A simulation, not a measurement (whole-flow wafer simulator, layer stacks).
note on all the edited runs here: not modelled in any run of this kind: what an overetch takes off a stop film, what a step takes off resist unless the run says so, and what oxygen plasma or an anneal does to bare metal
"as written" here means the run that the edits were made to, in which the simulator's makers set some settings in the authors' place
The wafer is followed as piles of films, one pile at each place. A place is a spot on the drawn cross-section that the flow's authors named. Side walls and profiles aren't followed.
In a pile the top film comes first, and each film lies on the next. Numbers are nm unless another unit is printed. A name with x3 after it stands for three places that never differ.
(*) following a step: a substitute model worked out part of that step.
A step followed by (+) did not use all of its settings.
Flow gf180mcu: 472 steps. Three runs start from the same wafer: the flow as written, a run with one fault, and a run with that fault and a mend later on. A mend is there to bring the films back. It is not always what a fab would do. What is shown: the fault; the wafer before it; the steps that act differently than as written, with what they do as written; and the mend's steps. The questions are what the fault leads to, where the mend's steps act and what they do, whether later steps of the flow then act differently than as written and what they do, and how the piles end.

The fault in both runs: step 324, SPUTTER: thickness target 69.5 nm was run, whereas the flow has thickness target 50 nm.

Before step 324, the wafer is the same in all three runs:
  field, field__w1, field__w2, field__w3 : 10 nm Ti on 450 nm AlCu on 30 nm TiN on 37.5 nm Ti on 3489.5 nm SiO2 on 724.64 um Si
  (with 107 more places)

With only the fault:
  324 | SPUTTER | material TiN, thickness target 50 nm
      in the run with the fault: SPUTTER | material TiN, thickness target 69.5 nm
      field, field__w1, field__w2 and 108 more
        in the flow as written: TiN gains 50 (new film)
        in the run with the fault: TiN gains 69.5 (new film)
  Steps further on in the flow that do not act as written (3 other steps are not shown; they differ only slightly, by no more than 2% or 0.5 nm, whichever is larger):
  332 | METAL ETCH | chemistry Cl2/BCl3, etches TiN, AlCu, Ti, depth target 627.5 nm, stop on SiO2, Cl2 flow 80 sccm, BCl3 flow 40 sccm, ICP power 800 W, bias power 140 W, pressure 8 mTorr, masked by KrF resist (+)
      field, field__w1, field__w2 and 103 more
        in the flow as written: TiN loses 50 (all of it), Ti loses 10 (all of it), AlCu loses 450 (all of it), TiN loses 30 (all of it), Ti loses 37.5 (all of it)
        in the run with the fault: TiN loses 69.5 (all of it), Ti loses 10 (all of it), AlCu loses 450 (all of it), TiN loses 30 (all of it), Ti loses 37.5 (all of it)
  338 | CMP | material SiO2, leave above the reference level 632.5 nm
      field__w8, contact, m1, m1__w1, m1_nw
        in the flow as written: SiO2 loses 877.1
        in the run with the fault: SiO2 loses 896.6
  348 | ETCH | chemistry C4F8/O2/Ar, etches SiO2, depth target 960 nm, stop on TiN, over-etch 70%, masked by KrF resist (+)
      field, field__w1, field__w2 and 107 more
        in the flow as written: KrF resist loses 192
        in the run with the fault: KrF resist loses 188
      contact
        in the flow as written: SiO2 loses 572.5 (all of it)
        in the run with the fault: SiO2 loses 553 (all of it)
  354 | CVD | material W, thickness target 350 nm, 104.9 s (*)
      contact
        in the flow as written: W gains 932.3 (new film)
        in the run with the fault: W gains 912.6 (new film)
  At field__w8, contact, m1, m1__w1, m1_nw, the piles at the end differ from the flow's by more than 2% or 0.5 nm, whichever is larger.
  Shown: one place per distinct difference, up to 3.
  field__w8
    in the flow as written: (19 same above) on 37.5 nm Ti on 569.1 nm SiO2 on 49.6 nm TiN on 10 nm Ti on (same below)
    in the run with the fault: (19 same above) on 37.5 nm Ti on 549.6 nm SiO2 on 69.1 nm TiN on 10 nm Ti on (same below)
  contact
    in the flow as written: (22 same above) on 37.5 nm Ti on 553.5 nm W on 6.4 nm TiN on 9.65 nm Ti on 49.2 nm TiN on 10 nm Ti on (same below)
    in the run with the fault: (22 same above) on 37.5 nm Ti on 533.8 nm W on 6.48 nm TiN on 9.76 nm Ti on 68.7 nm TiN on 10 nm Ti on (same below)

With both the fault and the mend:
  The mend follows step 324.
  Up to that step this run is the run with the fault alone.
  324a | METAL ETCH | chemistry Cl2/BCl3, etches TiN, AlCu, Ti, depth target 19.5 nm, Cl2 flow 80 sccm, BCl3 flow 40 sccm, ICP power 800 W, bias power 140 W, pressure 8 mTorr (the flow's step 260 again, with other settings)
      field, field__w1, field__w2 and 108 more
        TiN loses 19.5
  None of the later steps of the flow acts differently than as written at any place that is followed.
  By the end, the piles equal the flow's at every place that both follow.
